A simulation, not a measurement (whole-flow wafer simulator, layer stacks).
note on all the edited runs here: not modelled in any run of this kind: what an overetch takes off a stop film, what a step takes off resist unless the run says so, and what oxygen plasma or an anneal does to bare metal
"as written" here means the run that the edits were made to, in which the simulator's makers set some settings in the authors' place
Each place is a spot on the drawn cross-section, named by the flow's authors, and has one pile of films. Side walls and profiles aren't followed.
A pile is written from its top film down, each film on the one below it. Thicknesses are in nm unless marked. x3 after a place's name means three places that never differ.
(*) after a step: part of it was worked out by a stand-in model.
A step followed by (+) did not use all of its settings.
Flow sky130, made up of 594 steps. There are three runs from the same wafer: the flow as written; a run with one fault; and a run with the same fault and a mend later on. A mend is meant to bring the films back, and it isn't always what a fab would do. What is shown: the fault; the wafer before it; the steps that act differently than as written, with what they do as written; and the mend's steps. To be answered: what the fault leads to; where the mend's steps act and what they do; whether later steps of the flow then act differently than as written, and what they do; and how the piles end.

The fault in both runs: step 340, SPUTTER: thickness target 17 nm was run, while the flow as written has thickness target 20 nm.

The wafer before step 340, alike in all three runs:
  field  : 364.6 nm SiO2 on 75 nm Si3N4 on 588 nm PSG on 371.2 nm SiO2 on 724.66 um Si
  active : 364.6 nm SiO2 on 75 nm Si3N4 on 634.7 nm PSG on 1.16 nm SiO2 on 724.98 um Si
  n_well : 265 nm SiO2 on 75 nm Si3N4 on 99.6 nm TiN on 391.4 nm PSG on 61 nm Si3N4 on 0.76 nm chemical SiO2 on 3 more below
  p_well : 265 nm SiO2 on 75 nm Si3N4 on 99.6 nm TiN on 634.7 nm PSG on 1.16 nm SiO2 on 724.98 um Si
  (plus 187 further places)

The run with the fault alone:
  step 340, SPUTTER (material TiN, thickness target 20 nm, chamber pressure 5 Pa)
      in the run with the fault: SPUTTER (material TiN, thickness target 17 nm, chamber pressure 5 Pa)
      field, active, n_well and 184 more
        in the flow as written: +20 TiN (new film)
        in the run with the fault: +17 TiN (new film)
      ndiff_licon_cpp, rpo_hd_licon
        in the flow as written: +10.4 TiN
        in the run with the fault: +8.87 TiN
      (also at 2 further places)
  Steps further on in the flow that do not act as written (not shown: 1 more step that differs only slightly, by at most 2% or 0.5 nm, whichever is larger):
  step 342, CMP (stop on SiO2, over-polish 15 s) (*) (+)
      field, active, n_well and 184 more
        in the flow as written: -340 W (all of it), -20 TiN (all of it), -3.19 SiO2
        in the run with the fault: -340 W (all of it), -17 TiN (all of it), -3.19 SiO2
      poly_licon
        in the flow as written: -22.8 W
        in the run with the fault: -19.8 W
  The piles end different from the flow's at poly_licon by more than 2% or 0.5 nm, whichever is larger.
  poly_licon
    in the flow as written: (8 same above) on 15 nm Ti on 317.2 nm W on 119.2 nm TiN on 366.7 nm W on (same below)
    in the run with the fault: (8 same above) on 15 nm Ti on 320.2 nm W on 116.2 nm TiN on 366.7 nm W on (same below)

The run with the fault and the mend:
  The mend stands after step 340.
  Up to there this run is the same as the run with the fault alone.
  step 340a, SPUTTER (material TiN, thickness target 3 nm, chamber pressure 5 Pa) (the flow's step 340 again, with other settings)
      field, active, n_well and 185 more
        +3 TiN
      ndiff_licon, ndiff_licon_cpp, rpo_hd_licon
        +1.53 TiN
  Every later step of the flow that is run acts as written, at every place that is followed, to within 2% or 0.5 nm, whichever is larger.
  When the end is reached, the piles differ only a little from the flow's at the places that both follow, at most by 2% or 0.5 nm, whichever is larger.
